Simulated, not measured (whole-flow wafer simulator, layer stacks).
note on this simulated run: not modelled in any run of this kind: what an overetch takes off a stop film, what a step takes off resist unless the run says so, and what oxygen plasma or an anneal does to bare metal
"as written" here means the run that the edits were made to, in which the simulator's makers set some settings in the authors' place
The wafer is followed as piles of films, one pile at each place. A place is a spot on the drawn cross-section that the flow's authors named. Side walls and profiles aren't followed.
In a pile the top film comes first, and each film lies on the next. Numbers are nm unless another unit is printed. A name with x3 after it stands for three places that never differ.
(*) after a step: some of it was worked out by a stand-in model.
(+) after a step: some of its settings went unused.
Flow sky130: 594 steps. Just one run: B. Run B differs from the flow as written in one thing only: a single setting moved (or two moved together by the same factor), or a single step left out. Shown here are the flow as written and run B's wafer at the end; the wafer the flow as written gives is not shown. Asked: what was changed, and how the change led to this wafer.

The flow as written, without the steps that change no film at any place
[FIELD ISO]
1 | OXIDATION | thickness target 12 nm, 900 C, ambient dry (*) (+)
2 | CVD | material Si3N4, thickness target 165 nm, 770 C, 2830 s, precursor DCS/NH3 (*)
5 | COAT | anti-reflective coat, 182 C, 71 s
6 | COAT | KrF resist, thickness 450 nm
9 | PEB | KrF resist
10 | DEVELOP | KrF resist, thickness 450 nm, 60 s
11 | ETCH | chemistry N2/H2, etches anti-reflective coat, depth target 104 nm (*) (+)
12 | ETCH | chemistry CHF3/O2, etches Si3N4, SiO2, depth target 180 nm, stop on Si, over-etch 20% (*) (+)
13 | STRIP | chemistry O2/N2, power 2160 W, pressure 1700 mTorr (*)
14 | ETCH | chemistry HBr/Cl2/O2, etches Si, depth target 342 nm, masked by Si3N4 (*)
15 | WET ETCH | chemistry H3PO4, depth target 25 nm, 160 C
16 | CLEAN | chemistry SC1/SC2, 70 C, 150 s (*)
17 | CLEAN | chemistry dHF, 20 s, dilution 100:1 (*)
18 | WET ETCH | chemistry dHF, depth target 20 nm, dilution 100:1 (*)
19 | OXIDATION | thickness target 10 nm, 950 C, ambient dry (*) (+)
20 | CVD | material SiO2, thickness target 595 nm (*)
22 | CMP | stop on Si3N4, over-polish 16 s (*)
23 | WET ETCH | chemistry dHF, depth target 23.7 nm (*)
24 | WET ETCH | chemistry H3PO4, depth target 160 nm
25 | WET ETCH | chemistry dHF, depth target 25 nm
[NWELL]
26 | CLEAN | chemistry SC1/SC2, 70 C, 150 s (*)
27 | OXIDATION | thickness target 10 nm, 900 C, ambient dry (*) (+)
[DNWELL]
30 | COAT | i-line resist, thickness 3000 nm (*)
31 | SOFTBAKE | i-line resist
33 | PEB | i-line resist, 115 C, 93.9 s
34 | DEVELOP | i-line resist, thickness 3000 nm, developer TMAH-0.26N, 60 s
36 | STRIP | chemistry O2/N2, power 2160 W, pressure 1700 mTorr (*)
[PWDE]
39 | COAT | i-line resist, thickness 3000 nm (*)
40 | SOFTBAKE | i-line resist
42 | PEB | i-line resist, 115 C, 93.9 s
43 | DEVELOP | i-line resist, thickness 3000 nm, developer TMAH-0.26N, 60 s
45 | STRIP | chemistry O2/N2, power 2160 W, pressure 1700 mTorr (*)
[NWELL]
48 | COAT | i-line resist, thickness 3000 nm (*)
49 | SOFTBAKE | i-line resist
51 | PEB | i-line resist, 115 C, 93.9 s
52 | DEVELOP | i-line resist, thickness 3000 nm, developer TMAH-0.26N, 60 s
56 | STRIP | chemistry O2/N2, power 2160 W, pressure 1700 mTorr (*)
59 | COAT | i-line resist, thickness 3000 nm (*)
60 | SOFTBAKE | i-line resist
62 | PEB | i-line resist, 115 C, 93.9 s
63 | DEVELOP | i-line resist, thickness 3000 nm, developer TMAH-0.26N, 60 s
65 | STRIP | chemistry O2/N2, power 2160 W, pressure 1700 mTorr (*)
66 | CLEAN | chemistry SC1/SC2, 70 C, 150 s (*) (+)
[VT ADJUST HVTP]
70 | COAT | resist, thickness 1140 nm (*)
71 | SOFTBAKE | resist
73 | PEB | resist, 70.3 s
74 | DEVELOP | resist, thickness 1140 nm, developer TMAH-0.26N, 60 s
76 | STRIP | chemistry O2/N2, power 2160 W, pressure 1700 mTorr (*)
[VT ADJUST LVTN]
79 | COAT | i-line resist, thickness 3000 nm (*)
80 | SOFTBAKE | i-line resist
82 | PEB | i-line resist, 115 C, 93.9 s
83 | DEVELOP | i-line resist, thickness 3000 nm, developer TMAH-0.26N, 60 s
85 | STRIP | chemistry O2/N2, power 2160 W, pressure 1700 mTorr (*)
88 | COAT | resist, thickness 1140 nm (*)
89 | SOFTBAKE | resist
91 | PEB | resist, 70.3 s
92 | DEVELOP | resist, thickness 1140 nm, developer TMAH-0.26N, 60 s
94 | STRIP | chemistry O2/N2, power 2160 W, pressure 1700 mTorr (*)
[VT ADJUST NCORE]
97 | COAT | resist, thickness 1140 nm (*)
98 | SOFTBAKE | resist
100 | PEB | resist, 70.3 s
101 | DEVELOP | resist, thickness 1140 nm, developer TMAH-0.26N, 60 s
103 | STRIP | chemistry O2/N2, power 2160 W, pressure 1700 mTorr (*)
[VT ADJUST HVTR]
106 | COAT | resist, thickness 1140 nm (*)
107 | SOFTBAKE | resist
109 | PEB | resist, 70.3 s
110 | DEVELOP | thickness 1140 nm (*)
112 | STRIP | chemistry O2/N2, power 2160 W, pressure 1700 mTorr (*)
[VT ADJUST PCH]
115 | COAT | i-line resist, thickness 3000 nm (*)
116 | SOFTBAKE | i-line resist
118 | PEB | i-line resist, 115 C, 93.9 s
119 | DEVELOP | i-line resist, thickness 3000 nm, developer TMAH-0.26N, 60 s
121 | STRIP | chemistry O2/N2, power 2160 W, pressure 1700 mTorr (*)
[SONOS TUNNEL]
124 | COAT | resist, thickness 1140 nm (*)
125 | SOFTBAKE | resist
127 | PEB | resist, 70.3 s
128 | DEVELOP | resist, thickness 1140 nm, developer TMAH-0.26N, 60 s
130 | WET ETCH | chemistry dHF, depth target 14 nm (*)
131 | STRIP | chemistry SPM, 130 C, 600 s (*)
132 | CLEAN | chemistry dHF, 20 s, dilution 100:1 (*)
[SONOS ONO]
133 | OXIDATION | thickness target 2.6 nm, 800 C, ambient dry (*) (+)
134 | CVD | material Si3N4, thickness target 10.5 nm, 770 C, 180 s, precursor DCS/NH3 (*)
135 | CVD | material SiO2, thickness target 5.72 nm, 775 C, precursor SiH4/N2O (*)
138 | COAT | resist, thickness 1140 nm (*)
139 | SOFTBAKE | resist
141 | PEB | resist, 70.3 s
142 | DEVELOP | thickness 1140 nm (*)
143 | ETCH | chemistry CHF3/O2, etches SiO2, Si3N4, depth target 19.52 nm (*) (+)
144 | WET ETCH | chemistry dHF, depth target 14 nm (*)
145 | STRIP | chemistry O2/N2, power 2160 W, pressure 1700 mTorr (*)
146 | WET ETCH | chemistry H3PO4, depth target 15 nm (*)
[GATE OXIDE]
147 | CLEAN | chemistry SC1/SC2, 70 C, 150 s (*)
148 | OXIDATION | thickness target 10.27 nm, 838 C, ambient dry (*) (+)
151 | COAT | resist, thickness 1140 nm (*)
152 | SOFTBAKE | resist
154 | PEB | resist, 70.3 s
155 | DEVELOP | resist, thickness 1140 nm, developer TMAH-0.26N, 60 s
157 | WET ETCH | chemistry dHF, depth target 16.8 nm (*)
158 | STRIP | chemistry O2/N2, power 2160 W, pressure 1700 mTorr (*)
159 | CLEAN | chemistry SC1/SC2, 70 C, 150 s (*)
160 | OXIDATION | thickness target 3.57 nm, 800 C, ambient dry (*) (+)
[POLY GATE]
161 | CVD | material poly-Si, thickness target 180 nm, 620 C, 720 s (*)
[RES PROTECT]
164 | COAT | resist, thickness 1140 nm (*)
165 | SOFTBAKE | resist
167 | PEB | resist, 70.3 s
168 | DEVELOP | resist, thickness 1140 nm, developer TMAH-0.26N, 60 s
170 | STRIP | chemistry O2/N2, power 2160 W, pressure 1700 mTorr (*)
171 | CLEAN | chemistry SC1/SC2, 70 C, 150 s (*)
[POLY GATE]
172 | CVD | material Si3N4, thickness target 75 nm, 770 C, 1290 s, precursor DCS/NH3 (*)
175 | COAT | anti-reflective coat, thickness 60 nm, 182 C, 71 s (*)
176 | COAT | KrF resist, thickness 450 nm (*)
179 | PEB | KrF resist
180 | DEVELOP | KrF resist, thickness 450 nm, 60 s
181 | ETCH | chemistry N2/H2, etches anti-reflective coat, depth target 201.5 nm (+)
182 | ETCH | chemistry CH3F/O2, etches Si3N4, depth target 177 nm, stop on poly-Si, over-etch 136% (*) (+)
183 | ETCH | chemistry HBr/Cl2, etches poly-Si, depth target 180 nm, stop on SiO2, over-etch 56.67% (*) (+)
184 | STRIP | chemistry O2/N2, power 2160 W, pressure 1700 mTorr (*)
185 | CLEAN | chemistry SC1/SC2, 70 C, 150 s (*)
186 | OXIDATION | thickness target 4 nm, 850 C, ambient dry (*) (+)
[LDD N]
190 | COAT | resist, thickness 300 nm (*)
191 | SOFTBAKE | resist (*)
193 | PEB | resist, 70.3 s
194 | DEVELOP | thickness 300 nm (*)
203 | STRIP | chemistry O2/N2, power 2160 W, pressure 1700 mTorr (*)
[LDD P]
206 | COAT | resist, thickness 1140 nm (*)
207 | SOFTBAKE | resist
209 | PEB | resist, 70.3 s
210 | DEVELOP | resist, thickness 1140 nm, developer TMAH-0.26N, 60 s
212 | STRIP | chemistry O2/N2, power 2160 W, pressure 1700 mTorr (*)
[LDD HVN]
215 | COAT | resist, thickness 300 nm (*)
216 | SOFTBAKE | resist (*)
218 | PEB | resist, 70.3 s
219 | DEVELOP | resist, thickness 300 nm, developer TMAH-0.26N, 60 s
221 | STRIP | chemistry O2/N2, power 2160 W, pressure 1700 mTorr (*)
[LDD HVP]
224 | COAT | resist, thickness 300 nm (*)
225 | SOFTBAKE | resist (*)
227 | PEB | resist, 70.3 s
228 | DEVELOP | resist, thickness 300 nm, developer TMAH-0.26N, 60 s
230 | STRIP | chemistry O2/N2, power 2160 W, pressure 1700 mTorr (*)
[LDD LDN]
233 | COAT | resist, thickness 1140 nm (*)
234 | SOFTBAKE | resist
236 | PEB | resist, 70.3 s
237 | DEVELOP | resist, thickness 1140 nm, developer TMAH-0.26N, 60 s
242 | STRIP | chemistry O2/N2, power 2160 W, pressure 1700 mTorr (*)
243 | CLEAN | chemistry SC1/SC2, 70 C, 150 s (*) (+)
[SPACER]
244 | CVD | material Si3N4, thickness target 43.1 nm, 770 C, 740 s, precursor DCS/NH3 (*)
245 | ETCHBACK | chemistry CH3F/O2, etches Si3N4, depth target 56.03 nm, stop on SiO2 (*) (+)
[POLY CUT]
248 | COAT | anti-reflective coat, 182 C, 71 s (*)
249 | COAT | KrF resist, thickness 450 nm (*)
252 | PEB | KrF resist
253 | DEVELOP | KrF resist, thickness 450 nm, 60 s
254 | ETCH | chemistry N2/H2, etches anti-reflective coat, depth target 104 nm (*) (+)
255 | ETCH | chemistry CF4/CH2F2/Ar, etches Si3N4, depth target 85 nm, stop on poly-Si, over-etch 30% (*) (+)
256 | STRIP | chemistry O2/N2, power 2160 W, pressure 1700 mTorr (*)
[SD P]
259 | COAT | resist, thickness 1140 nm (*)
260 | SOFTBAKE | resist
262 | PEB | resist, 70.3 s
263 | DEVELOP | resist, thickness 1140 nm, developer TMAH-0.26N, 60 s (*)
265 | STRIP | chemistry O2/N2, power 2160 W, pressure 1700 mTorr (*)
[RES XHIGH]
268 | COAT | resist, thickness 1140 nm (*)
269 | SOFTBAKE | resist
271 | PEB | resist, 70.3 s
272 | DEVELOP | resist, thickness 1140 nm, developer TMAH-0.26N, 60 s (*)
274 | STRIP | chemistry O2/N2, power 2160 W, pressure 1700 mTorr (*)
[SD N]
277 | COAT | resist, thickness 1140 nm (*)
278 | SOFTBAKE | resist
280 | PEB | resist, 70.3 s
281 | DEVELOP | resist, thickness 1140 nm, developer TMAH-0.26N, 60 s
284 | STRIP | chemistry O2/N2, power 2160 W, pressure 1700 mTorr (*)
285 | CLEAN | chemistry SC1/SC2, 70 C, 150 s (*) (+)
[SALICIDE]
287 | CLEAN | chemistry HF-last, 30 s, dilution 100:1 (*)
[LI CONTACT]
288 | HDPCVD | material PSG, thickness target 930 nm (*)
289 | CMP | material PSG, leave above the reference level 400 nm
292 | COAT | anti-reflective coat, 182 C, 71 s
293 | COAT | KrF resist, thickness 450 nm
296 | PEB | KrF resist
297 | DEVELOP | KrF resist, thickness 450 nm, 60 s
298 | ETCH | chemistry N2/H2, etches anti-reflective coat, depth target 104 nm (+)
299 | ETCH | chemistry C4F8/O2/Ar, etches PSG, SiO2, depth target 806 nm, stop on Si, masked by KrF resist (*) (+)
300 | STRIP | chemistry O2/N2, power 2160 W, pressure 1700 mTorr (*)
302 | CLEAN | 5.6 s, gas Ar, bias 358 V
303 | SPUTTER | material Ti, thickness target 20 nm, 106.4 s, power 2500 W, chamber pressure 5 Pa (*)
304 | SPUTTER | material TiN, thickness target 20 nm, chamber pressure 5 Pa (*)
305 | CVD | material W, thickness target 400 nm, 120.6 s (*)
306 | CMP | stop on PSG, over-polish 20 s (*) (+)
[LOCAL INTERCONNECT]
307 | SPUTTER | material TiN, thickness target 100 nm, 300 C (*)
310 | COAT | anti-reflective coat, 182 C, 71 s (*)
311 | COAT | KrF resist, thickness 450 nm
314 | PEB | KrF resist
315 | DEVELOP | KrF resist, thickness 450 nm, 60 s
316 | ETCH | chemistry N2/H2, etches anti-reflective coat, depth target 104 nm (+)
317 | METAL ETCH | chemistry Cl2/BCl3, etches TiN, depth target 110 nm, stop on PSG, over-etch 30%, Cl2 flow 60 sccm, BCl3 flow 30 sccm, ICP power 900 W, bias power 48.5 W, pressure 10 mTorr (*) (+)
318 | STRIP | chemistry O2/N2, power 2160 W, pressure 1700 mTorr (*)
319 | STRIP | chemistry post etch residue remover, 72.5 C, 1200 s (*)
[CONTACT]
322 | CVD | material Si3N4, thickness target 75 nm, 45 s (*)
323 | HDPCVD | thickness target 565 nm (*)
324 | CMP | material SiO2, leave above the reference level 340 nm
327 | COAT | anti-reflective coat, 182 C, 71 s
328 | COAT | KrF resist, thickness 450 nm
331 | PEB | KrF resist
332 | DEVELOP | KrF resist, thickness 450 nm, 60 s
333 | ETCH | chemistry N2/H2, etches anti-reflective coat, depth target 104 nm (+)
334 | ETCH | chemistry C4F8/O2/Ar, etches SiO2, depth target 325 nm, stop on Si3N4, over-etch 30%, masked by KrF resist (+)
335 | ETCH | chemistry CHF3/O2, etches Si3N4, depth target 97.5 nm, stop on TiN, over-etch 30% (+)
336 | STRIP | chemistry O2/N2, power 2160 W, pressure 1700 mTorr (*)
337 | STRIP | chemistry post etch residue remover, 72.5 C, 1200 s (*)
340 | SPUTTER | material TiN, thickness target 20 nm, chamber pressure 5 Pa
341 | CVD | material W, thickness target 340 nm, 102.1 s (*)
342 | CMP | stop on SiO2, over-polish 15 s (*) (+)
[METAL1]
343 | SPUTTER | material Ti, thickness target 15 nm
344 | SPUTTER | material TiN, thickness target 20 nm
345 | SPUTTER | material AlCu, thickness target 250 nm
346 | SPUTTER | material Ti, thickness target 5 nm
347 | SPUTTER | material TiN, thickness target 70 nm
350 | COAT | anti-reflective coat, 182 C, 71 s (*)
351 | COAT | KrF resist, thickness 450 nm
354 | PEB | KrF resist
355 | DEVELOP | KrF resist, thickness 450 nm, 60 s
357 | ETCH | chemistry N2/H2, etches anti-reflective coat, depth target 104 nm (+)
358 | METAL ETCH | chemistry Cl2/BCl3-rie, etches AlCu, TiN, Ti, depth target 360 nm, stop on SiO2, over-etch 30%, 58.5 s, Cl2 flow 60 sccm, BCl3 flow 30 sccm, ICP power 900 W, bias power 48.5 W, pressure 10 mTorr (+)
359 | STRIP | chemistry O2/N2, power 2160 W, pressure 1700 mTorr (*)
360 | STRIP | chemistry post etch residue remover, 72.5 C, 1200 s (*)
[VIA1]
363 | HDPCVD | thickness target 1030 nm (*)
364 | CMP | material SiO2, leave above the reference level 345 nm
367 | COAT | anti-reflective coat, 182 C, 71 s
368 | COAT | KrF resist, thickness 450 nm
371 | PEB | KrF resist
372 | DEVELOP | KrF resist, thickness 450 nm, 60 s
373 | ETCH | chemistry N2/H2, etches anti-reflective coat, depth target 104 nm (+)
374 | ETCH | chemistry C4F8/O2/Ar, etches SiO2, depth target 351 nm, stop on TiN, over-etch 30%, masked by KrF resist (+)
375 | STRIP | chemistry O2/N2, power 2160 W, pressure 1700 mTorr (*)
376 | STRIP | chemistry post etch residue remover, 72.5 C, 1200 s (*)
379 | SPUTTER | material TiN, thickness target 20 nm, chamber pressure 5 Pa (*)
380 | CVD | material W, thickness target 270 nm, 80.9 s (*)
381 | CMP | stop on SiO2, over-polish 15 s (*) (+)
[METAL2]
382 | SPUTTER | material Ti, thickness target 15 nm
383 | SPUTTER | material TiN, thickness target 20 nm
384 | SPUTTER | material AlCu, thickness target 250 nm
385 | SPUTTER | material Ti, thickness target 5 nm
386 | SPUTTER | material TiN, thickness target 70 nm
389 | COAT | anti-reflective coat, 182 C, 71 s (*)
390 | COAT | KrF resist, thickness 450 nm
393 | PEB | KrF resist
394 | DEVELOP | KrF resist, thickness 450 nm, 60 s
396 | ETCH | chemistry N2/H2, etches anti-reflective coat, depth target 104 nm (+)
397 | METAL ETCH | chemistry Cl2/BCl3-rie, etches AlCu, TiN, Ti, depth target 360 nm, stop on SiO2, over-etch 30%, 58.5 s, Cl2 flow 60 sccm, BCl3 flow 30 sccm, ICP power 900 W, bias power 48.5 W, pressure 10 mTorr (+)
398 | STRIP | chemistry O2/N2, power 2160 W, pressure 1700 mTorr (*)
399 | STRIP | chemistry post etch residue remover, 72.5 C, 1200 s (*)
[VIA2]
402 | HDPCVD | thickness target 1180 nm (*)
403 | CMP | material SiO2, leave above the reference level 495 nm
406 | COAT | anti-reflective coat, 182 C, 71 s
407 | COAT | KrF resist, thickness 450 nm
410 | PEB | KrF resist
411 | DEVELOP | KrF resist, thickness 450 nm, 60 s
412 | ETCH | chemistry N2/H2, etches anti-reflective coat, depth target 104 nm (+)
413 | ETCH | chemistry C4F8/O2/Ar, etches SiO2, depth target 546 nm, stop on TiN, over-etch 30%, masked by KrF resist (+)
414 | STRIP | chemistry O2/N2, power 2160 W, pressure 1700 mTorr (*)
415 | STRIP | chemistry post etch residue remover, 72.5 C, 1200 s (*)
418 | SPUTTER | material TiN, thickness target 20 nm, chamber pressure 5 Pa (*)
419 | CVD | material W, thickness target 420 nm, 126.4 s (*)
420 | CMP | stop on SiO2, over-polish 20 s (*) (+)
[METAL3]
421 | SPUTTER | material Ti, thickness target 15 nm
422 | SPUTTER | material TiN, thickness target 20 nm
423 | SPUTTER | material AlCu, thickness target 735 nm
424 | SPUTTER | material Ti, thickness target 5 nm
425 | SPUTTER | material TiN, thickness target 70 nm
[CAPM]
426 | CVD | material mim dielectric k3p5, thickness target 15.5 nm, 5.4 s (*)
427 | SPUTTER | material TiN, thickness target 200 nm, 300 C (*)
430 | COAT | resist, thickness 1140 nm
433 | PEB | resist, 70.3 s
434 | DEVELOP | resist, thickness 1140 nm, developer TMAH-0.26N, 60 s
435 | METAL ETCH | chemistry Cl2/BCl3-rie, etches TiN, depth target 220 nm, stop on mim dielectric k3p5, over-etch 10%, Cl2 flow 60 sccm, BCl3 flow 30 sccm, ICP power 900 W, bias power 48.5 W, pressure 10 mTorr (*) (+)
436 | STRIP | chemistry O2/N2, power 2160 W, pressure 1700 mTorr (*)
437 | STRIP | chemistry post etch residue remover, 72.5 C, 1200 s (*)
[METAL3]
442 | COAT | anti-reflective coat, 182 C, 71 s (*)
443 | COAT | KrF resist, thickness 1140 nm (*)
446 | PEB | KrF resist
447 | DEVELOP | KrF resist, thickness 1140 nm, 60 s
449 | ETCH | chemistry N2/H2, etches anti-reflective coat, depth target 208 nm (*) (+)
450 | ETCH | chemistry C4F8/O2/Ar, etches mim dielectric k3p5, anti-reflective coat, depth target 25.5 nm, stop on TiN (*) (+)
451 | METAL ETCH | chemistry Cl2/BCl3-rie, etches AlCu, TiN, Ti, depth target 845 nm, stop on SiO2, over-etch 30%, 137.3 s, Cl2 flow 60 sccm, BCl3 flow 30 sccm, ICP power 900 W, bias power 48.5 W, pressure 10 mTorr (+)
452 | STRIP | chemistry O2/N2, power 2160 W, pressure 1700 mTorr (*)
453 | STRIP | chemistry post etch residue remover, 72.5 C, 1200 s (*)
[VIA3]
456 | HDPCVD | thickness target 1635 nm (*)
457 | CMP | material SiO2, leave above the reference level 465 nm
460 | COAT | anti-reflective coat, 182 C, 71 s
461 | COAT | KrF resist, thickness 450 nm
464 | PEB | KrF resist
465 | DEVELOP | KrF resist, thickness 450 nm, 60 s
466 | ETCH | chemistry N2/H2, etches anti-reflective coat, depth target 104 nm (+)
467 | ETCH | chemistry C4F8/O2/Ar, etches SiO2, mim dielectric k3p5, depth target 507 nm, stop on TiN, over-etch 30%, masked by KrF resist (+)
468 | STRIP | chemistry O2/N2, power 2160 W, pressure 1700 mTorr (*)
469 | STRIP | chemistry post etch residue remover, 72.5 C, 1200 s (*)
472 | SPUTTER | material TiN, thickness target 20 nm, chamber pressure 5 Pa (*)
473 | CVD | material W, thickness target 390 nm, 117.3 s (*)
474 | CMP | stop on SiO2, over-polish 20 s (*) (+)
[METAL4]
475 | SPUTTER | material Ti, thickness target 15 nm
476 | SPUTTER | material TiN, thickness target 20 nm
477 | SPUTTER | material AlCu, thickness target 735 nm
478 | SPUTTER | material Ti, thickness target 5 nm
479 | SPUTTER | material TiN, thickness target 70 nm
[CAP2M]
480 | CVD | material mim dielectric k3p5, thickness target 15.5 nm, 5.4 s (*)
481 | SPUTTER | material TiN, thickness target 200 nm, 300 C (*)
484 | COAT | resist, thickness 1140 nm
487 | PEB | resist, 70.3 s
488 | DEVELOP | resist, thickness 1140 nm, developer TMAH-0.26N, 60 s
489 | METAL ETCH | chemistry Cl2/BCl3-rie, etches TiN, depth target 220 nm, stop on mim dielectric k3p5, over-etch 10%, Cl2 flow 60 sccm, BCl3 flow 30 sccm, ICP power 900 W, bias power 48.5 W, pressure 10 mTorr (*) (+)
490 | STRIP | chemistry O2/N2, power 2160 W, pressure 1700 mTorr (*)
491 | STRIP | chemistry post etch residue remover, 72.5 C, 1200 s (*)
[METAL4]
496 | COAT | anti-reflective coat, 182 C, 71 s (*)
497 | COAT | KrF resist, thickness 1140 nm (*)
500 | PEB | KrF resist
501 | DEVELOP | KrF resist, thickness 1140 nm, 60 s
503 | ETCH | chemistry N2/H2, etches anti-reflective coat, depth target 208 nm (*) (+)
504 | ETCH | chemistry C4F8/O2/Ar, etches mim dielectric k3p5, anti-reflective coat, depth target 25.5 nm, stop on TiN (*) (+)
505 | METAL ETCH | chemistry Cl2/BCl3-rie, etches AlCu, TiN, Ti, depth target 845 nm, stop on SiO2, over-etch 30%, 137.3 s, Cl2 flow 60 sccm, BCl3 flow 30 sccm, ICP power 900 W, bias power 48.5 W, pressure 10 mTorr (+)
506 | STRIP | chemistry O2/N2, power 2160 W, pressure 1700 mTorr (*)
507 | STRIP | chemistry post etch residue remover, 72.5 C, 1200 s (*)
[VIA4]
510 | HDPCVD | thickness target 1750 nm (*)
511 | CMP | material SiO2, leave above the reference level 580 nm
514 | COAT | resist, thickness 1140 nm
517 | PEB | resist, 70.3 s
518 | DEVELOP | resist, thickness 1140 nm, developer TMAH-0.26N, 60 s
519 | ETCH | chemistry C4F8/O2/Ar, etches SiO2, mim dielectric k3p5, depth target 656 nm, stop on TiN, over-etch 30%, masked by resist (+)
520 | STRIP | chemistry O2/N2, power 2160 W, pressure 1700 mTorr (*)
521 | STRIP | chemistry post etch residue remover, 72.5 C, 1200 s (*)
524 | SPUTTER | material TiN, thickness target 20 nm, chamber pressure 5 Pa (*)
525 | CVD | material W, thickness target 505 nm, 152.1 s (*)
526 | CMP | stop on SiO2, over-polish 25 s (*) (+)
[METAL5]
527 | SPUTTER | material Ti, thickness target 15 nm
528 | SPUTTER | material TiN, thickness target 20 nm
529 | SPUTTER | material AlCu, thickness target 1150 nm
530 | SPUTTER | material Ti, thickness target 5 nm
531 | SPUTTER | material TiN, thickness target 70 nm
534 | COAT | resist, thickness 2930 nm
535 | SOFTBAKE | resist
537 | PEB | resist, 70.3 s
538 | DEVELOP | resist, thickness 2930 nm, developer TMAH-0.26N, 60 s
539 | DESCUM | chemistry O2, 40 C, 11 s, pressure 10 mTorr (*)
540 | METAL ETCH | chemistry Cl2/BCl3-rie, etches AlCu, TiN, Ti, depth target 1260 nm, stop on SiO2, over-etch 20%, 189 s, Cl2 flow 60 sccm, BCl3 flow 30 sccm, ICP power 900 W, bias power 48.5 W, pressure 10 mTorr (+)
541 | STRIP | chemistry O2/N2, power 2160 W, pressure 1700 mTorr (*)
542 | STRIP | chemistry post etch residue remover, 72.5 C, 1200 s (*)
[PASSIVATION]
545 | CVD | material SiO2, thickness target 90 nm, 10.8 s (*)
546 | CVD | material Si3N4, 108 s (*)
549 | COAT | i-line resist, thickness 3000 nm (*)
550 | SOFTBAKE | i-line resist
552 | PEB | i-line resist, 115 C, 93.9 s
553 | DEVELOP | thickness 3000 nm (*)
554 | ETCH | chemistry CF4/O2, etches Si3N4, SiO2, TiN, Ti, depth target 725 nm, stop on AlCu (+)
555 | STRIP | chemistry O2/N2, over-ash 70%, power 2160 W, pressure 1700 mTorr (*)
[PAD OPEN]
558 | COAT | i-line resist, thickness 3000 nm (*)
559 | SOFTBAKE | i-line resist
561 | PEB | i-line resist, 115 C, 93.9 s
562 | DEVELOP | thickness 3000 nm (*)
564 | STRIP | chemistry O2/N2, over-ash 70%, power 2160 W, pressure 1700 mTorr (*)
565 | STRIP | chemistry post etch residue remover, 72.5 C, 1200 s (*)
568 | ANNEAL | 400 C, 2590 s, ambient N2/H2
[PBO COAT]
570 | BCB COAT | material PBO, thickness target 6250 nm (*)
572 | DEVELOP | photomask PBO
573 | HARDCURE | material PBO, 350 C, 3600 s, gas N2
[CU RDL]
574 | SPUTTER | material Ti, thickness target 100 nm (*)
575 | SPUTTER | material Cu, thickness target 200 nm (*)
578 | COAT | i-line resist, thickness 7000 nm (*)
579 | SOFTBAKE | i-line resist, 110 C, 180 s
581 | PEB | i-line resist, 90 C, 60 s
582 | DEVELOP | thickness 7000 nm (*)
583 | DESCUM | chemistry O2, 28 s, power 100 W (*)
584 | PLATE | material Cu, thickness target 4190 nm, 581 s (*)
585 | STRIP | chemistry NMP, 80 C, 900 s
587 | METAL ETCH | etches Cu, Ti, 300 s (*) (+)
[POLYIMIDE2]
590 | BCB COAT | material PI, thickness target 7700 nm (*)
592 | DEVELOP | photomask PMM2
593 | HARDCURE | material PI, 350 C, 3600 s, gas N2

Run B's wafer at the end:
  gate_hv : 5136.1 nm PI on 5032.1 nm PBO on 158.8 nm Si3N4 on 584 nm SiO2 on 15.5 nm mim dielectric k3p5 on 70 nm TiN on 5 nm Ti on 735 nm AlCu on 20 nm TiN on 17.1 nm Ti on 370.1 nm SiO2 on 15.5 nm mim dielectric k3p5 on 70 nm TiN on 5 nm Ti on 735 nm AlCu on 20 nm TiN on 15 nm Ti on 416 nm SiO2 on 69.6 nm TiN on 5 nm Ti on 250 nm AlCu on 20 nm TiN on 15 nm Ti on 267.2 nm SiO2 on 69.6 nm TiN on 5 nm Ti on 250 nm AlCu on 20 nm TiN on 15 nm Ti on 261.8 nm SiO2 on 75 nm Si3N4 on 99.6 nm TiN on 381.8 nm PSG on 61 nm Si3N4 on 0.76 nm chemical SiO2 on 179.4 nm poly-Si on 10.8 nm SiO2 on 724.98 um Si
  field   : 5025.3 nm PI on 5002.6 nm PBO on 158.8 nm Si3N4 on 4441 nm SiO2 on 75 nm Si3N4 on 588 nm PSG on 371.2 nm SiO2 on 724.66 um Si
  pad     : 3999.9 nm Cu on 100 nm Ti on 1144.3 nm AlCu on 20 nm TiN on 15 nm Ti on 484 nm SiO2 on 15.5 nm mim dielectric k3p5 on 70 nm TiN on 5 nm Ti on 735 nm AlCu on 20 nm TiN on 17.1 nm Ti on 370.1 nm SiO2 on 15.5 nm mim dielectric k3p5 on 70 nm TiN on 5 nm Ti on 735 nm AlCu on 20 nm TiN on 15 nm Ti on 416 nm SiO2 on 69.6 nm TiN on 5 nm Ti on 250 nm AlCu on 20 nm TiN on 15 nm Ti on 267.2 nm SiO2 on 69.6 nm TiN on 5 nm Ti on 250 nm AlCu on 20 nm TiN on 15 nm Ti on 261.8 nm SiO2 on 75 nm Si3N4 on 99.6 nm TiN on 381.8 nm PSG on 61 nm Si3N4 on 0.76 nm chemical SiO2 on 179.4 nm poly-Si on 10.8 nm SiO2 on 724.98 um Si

The reason: step 475, SPUTTER: thickness target 17.1 nm was run, whereas the flow has thickness target 15 nm.
The wafer lets one read it off: gate_hv has Ti 17.1, and step 475 as written asks for 15 nm.

How this came from the change, step by step:
  475 | SPUTTER | material Ti, thickness target 15 nm
      field, active, n_well and 189 more: +17.1 Ti (new film) (in the flow as written it would be: +15 Ti (new film))
  505 | METAL ETCH | chemistry Cl2/BCl3-rie, etches AlCu, TiN, Ti, depth target 845 nm, stop on SiO2, over-etch 30%, 137.3 s, Cl2 flow 60 sccm, BCl3 flow 30 sccm, ICP power 900 W, bias power 48.5 W, pressure 10 mTorr (+)
      field, gate, spacer and 68 more: -70 TiN (all of it), -5 Ti (all of it), -735 AlCu (all of it), -20 TiN (all of it), -17.1 Ti (all of it), -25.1 SiO2 (in the flow as written it would be: -70 TiN (all of it), -5 Ti (all of it), -735 AlCu (all of it), -20 TiN (all of it), -15 Ti (all of it), -25.4 SiO2)
      active, vpp_iso1, mim_edge_plate and 14 more: -70 TiN (all of it), -5 Ti (all of it), -735 AlCu (all of it), -20 TiN (all of it), -17.1 Ti (all of it), -25.1 SiO2 (in the flow as written it would be: -70 TiN (all of it), -5 Ti (all of it), -735 AlCu (all of it), -20 TiN (all of it), -15 Ti (all of it), -25.3 SiO2)
